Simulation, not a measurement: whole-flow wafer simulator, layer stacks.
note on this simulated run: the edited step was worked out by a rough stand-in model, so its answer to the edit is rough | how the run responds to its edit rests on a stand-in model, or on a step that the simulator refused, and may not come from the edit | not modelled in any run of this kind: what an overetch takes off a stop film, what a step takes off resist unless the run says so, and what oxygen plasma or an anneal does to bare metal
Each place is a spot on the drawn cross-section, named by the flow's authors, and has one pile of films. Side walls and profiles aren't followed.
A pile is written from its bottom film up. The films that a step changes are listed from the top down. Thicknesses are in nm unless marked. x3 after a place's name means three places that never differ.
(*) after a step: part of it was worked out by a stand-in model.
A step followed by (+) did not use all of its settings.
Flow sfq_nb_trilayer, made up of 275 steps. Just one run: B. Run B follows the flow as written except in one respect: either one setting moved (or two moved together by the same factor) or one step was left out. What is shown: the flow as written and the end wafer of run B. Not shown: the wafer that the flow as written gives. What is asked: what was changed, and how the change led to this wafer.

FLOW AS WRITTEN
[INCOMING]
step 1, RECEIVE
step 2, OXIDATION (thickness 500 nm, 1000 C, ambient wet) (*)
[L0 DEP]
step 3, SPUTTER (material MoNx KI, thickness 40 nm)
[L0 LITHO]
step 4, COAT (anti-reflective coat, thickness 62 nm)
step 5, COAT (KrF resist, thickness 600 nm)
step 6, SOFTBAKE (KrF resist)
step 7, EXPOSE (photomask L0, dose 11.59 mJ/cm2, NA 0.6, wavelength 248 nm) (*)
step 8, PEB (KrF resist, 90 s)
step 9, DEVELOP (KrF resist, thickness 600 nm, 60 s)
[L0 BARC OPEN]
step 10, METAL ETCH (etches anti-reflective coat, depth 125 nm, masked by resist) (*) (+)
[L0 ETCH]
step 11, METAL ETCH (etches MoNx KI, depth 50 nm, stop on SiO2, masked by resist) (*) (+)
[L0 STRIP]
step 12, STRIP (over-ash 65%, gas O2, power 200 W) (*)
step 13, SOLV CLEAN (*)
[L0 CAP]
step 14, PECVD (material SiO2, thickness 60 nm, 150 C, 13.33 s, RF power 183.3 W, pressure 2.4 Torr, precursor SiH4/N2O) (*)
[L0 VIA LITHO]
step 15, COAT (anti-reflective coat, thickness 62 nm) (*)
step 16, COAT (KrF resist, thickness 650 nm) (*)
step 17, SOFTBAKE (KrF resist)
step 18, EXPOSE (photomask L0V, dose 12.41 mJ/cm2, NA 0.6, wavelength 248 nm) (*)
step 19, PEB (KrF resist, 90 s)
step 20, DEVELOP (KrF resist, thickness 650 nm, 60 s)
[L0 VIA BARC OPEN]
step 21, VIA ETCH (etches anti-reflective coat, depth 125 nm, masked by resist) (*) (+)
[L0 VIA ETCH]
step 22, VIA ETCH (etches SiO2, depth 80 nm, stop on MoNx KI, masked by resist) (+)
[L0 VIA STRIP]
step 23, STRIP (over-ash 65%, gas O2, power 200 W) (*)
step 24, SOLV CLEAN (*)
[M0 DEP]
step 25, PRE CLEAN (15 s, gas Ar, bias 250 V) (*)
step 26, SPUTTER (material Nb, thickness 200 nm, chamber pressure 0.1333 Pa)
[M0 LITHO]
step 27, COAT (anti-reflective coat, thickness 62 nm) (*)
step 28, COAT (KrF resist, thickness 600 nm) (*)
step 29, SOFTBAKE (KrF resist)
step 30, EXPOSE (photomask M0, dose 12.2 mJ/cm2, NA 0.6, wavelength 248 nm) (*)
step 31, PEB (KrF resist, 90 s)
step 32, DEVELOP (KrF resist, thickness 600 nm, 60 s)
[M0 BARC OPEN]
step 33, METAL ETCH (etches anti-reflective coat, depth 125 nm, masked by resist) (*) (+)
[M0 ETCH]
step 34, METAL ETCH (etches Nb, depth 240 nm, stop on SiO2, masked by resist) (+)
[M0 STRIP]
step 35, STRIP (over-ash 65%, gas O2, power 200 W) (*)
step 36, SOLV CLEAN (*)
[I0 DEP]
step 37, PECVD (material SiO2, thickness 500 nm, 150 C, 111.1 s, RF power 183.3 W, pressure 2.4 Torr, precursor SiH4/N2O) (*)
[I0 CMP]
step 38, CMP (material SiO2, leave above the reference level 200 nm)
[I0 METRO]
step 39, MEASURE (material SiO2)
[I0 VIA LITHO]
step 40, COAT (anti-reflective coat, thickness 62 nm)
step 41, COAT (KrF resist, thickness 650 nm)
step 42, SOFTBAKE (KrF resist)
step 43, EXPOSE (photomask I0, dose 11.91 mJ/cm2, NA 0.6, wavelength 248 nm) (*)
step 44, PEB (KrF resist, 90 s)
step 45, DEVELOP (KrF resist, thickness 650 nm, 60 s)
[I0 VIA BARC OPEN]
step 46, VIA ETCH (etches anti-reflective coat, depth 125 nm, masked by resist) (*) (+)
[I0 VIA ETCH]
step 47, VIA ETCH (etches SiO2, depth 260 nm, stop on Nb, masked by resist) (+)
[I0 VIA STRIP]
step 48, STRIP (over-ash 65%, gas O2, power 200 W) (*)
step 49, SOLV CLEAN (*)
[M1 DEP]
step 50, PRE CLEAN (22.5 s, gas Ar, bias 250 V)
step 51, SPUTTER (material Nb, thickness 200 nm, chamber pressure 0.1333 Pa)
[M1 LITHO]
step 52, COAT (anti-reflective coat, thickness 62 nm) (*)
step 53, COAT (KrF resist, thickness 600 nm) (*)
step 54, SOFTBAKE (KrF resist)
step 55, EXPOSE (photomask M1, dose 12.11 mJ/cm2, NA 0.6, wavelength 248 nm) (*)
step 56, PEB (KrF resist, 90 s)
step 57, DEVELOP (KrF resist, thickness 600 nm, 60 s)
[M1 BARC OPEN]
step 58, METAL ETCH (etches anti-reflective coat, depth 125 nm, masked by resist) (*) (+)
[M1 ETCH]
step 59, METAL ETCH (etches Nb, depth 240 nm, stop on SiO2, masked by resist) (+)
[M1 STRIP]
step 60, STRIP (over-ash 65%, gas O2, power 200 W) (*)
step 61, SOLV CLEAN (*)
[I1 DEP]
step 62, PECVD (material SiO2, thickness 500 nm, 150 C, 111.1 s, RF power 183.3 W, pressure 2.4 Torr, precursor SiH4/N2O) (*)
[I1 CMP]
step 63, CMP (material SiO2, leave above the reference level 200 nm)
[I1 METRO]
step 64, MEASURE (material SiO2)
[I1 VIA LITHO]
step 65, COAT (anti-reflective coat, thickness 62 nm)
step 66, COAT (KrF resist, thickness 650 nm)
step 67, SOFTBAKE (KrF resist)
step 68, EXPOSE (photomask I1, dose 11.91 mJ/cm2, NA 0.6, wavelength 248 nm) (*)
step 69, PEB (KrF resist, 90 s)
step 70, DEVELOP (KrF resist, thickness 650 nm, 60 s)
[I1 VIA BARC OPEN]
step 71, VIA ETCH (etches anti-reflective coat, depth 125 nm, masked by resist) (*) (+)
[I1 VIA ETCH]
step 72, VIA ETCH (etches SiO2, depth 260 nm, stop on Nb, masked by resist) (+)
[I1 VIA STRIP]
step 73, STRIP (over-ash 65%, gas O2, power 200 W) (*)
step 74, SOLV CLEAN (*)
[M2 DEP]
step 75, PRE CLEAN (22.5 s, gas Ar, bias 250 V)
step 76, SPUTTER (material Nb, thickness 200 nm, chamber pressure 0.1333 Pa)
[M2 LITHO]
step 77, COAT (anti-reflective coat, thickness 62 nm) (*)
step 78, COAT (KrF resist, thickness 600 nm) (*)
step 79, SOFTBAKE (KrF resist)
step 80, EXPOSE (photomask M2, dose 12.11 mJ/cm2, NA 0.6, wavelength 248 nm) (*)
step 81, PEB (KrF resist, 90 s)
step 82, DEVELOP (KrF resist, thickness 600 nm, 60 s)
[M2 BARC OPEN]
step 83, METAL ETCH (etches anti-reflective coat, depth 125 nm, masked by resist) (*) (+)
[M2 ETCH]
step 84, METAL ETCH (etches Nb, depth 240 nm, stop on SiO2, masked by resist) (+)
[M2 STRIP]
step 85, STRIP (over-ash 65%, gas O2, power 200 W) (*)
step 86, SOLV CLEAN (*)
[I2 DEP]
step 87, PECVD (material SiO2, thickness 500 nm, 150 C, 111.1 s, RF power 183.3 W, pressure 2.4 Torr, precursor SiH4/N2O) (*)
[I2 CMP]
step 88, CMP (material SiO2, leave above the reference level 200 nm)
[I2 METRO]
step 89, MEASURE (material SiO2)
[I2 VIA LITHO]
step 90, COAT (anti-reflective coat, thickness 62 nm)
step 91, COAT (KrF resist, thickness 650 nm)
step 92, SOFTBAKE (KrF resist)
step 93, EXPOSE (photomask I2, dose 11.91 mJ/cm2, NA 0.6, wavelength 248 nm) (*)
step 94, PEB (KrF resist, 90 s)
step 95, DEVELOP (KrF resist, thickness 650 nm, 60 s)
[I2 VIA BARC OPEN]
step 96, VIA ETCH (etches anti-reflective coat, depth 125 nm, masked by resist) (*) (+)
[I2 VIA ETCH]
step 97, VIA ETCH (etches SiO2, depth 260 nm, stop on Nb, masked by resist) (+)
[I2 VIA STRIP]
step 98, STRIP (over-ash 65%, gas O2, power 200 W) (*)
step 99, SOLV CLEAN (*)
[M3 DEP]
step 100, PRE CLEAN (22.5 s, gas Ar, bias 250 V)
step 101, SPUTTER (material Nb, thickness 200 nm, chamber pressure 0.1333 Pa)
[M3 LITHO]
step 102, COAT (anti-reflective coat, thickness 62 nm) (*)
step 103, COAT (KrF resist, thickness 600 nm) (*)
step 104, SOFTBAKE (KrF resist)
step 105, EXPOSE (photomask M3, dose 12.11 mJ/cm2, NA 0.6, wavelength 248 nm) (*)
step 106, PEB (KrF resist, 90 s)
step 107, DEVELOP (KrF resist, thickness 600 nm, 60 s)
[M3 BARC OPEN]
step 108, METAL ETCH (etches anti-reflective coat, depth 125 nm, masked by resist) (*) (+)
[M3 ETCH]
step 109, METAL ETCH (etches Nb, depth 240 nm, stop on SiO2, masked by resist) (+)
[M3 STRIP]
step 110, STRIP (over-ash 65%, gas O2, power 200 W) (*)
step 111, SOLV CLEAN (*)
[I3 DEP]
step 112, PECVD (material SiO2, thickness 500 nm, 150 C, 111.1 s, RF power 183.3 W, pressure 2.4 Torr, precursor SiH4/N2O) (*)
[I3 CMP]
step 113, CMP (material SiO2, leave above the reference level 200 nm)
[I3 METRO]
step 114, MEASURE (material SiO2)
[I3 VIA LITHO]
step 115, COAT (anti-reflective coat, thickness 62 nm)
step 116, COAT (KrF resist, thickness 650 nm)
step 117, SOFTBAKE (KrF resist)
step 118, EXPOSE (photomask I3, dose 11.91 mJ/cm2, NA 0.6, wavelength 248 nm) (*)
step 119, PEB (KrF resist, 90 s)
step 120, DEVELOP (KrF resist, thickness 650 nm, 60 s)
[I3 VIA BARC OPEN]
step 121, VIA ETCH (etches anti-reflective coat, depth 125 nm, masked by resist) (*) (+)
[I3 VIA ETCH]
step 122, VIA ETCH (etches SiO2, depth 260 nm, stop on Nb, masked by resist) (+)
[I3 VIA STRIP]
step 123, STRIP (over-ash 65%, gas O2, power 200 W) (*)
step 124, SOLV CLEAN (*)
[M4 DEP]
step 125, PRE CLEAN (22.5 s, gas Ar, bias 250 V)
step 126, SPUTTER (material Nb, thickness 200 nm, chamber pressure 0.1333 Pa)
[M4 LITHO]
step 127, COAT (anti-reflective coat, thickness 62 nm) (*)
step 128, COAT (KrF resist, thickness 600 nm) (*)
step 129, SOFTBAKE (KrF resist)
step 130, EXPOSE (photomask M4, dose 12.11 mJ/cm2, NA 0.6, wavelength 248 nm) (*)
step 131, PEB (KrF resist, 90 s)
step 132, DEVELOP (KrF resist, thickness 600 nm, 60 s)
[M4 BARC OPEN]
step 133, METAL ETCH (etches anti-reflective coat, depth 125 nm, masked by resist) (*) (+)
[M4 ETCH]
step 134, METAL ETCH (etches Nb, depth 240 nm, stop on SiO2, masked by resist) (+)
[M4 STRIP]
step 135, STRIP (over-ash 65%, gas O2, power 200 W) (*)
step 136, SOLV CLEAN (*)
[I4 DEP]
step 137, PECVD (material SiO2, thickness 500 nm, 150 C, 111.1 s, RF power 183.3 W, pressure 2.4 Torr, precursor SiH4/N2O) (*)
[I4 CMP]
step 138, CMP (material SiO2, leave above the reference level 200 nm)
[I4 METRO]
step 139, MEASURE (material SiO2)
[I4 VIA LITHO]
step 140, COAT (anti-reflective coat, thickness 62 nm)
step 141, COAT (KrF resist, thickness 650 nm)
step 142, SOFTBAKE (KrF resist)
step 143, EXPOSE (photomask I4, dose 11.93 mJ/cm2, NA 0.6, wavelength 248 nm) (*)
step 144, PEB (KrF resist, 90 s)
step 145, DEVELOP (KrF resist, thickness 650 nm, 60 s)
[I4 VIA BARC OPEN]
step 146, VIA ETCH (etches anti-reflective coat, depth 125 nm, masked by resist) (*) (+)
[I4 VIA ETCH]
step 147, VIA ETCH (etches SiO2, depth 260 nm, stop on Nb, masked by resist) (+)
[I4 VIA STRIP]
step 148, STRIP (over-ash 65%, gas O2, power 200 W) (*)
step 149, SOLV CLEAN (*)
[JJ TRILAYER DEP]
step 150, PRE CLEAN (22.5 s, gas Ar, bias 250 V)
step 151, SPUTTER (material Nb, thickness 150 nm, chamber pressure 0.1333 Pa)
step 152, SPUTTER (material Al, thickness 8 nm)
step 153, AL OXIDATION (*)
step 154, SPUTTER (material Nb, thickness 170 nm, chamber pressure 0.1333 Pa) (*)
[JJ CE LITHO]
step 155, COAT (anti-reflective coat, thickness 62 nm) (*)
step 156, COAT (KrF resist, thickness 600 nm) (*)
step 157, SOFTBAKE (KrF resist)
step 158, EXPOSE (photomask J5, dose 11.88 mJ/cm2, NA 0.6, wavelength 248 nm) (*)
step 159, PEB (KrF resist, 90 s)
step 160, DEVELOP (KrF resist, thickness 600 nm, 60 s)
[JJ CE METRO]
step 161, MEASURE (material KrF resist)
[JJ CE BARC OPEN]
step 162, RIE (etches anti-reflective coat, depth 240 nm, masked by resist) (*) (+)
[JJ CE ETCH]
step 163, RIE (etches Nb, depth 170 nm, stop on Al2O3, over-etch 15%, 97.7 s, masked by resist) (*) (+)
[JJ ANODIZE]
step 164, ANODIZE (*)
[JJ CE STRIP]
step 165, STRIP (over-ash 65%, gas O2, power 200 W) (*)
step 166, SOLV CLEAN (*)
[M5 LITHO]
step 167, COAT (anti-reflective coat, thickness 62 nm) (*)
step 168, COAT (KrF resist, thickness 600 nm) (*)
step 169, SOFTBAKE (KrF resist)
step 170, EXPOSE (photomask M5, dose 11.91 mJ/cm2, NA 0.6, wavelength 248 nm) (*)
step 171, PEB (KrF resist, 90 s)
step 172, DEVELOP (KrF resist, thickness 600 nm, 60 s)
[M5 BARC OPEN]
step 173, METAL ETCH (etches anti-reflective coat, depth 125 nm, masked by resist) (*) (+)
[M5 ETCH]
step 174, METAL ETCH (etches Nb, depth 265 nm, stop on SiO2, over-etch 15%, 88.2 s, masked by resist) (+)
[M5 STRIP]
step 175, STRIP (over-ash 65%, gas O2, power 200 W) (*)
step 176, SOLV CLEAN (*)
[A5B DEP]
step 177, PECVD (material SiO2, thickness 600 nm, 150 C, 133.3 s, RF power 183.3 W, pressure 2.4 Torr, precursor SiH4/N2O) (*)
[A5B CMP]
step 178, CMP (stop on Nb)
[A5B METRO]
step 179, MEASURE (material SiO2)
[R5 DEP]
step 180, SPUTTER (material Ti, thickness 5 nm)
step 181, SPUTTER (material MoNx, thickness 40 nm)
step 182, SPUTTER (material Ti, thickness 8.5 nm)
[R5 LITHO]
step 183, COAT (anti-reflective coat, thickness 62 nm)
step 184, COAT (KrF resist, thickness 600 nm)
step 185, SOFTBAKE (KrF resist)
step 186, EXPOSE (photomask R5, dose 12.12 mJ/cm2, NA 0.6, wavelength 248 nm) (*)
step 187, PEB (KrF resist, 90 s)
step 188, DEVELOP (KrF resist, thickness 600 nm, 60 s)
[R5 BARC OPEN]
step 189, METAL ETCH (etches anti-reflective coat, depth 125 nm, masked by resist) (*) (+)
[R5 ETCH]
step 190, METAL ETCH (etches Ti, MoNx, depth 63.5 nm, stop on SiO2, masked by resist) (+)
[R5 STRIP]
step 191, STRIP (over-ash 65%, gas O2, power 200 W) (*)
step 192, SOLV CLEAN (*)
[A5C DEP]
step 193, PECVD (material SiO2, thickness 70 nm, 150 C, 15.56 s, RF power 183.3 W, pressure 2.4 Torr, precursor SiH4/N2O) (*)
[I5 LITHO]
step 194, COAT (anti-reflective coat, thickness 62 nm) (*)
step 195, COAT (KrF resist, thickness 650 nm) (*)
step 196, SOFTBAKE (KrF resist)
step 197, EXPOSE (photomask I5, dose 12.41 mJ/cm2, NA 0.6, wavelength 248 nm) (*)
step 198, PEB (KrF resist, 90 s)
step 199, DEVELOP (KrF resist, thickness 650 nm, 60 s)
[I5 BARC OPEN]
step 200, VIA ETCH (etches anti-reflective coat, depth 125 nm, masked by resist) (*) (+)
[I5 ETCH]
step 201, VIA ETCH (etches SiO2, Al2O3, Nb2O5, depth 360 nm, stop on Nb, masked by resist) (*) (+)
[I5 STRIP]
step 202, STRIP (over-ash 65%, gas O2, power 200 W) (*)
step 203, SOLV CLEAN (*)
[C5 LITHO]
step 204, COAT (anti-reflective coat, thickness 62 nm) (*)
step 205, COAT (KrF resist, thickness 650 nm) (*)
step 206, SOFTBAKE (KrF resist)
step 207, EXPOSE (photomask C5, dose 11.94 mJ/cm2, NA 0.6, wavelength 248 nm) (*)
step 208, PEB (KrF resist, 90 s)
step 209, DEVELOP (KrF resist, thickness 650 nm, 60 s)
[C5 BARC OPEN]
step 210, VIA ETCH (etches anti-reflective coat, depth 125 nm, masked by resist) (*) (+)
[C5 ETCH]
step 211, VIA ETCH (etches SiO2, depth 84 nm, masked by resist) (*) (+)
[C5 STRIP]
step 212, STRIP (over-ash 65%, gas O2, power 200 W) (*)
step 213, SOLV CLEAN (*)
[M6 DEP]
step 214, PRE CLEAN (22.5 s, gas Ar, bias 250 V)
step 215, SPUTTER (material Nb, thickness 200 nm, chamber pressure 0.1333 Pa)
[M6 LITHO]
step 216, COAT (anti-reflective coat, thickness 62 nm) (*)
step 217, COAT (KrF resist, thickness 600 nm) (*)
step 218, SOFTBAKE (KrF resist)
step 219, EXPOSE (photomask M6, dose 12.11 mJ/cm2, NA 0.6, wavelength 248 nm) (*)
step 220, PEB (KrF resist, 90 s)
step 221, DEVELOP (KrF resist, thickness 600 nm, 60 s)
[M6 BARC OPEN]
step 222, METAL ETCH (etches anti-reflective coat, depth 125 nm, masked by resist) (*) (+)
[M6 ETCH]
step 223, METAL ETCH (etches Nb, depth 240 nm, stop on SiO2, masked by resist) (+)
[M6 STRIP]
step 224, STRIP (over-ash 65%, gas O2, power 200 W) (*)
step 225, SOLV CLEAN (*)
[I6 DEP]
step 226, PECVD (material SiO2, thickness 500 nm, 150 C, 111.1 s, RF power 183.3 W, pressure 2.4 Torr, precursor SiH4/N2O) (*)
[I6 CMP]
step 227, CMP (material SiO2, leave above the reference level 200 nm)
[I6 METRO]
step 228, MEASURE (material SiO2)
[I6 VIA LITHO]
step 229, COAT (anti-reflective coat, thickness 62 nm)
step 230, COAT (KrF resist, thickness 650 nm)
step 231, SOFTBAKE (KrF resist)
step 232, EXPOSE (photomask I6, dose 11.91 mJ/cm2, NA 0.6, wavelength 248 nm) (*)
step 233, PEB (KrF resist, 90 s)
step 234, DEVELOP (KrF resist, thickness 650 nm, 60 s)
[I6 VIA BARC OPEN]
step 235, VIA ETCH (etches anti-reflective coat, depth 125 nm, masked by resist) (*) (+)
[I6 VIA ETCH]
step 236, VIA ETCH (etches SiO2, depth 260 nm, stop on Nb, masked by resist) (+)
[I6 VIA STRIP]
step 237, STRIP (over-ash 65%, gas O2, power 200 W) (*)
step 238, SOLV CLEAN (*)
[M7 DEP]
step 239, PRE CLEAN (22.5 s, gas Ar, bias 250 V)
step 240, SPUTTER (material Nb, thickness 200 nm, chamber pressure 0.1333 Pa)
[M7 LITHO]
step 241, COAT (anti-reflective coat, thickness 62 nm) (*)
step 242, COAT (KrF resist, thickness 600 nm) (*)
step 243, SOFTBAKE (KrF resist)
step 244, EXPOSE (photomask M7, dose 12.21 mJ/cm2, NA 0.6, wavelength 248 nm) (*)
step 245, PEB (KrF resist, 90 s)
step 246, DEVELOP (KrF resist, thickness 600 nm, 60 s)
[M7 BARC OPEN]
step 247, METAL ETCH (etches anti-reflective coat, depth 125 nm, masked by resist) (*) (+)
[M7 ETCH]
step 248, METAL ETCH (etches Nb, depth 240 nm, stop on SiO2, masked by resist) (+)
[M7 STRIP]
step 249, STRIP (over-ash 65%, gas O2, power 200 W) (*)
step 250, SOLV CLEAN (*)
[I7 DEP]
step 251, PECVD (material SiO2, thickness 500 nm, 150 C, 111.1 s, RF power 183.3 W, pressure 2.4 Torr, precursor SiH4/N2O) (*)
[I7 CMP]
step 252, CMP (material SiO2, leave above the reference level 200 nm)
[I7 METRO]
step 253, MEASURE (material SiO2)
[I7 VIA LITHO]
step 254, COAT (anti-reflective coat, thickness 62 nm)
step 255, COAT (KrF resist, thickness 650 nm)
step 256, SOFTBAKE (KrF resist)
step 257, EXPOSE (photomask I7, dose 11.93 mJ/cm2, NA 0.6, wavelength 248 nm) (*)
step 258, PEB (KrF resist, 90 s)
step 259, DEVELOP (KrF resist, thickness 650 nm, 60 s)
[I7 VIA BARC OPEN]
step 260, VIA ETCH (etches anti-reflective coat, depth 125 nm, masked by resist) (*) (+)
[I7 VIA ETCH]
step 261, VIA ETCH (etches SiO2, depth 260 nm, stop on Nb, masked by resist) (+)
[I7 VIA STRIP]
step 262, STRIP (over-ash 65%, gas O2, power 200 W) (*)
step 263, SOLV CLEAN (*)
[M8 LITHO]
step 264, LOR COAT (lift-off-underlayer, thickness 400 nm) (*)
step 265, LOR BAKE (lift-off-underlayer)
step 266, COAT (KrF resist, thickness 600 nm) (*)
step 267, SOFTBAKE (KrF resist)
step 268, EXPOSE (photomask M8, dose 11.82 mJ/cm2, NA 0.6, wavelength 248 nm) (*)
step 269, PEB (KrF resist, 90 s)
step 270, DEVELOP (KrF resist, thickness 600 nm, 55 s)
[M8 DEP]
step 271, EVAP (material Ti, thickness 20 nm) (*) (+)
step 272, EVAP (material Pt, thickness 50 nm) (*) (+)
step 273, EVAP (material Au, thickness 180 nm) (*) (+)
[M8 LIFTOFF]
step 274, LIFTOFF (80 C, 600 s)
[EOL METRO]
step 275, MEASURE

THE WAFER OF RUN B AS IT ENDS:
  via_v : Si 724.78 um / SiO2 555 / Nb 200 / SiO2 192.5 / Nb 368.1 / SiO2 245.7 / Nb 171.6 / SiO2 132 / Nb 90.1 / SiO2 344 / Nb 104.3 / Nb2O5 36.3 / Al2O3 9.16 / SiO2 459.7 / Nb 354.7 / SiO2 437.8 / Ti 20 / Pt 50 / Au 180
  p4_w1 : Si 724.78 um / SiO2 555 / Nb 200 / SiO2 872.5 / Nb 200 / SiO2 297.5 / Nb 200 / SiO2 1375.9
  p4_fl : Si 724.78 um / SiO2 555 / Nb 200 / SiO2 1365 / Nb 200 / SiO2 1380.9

What caused this: step 87, PECVD: thickness 295 nm was run, while the flow as written has thickness 500 nm; step 87, PECVD: 65.56 s was run, where the flow has 111.1 s.

How this came from the change, step by step:
  step 87, PECVD (material SiO2, thickness 500 nm, 150 C, 111.1 s, RF power 183.3 W, pressure 2.4 Torr, precursor SiH4/N2O) (*)
      field_l, be, be_sur and 81 more: +295 SiO2 (as written it would have been: +500 SiO2)
      v_sur, via_wl, via_w and 18 more: +295 SiO2 (new film) (as written it would have been: +500 SiO2 (new film))
      (also at 1 further place)
  step 88, CMP (material SiO2, leave above the reference level 200 nm)
      field_l, be, be_sur and 81 more: nothing (as written it would have been: -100 SiO2)
      via_v: nothing (as written it would have been: -181.6 SiO2)
      (also at 21 further places)
  step 90, COAT (anti-reflective coat, thickness 62 nm)
      ce_l, p3_s2, p3_l5, p3_s5, m0r_line_l, m6r_line_l, m7r_line_l: +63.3 anti-reflective coat (new film) (as written it would have been: +62 anti-reflective coat (new film))
      jj_sur, m0r_line_r, m6r_line_r, m7r_line_r: +63.4 anti-reflective coat (new film) (as written it would have been: +62 anti-reflective coat (new film))
      (also at 66 further places)
  step 91, COAT (KrF resist, thickness 650 nm)
      m0r_line_l, r5r_line_r, m6r_line_l, m7r_line_l: +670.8 KrF resist (new film) (as written it would have been: +650 KrF resist (new film))
      m0r_line_r, m6r_line_r, m7r_line_r: +670.7 KrF resist (new film) (as written it would have been: +650 KrF resist (new film))
      (also at 35 further places)
  step 95, DEVELOP (KrF resist, thickness 650 nm, 60 s)
      via_w: -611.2 KrF resist (all of it) (as written it would have been: -648.6 KrF resist (all of it))
  step 96, VIA ETCH (etches anti-reflective coat, depth 125 nm, masked by resist) (*) (+)
      field_l, v_sur, via_wl and 102 more: -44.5 KrF resist (as written it would have been: -51.7 KrF resist)
      via_w: -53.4 anti-reflective coat (all of it), -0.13 SiO2 (as written it would have been: -62 anti-reflective coat (all of it), -0.16 SiO2)
  step 98, STRIP (over-ash 65%, gas O2, power 200 W) (*)
      m0r_line_l, m6r_line_l, m7r_line_l: -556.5 KrF resist (all of it), -63.3 anti-reflective coat (all of it) (as written it would have been: -528.6 KrF resist (all of it), -62 anti-reflective coat (all of it))
      m0r_space_l, m6r_space_l, m7r_space_l: -548.1 KrF resist (all of it), -76.4 anti-reflective coat (all of it) (as written it would have been: -528.6 KrF resist (all of it), -62 anti-reflective coat (all of it))
      (also at 90 further places)
  step 101, SPUTTER (material Nb, thickness 200 nm, chamber pressure 0.1333 Pa)
      via_v: +171.6 Nb (new film) (as written it would have been: +200 Nb (new film))
  step 102, COAT (anti-reflective coat, thickness 62 nm) (*)
      p3_s1, l0r_space_c, m0r_line_r, m6r_line_r, m7r_line_r: +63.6 anti-reflective coat (new film) (as written it would have been: +62 anti-reflective coat (new film))
      wl_a_sr, wl_b_sl, wl_b_m5: +59.4 anti-reflective coat (new film) (as written it would have been: +62 anti-reflective coat (new film))
      (also at 65 further places)
  step 103, COAT (KrF resist, thickness 600 nm) (*)
      m0r_line_l, m6r_line_l, m7r_line_l: +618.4 KrF resist (new film) (as written it would have been: +600 KrF resist (new film))
      m0r_space_l, m6r_space_l, m7r_space_l: +613 KrF resist (new film) (as written it would have been: +600 KrF resist (new film))
      (also at 44 further places)
  step 107, DEVELOP (KrF resist, thickness 600 nm, 60 s)
      m0r_line_l, m6r_line_l, m7r_line_l: -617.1 KrF resist (all of it) (as written it would have been: -598.7 KrF resist (all of it))
      m0r_space_l, m6r_space_l, m7r_space_l: -611.7 KrF resist (all of it) (as written it would have been: -598.7 KrF resist (all of it))
      (also at 28 further places)
  step 108, METAL ETCH (etches anti-reflective coat, depth 125 nm, masked by resist) (*) (+)
      v_sur, via_wl, via_w and 28 more: -63.4 KrF resist (as written it would have been: -51.7 KrF resist)
      p3_s1, l0r_space_c, m0r_line_r, m6r_line_r, m7r_line_r: -63.6 anti-reflective coat (all of it) (as written it would have been: -62 anti-reflective coat (all of it))
      (also at 44 further places)
  step 110, STRIP (over-ash 65%, gas O2, power 200 W) (*)
      wl_a_sr, wl_b_sl: -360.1 KrF resist (all of it), -59.4 anti-reflective coat (all of it) (as written it would have been: -382.4 KrF resist (all of it), -62 anti-reflective coat (all of it))
      v_sur: -311.8 KrF resist (all of it), -44.3 anti-reflective coat (all of it) (as written it would have been: -365.3 KrF resist (all of it), -61.1 anti-reflective coat (all of it))
      (also at 27 further places)
  step 112, PECVD (material SiO2, thickness 500 nm, 150 C, 111.1 s, RF power 183.3 W, pressure 2.4 Torr, precursor SiH4/N2O) (*)
      via_v: +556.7 SiO2 (new film) (as written it would have been: +500 SiO2 (new film))
  step 113, CMP (material SiO2, leave above the reference level 200 nm)
      field_l, be, be_sur and 64 more: nothing (as written it would have been: -100 SiO2)
      p4_w1, p4_w2, p4_w3 and 6 more: -195 SiO2 (as written it would have been: -300 SiO2)
      (also at 9 further places)
  step 115, COAT (anti-reflective coat, thickness 62 nm)
      m5r_linepad_l, m5r_linepad_r, r5r_spacepad_l, r5r_spacepad_r: +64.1 anti-reflective coat (new film) (as written it would have been: +62 anti-reflective coat (new film))
      m8r_pad_l, m8r_pad_r: +63.4 anti-reflective coat (new film) (as written it would have been: +62 anti-reflective coat (new film))
  ... 27 further steps ...
  step 178, CMP (stop on Nb)
      via_v: -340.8 SiO2 (as written it would have been: -453.5 SiO2)
Taking metal films that touch as one body, via_v has 7 bodies (between them, from the top down: SiO2 437.8; SiO2 459.7 / Al2O3 9.16 / Nb2O5 36.3; SiO2 344; SiO2 132; SiO2 245.7; SiO2 192.5); the flow as written gives 6 bodies (between them, from the top down: SiO2 437.8; SiO2 209 / Al2O3 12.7 / Nb2O5 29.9; SiO2 425.9; SiO2 416.9; SiO2 192.5).
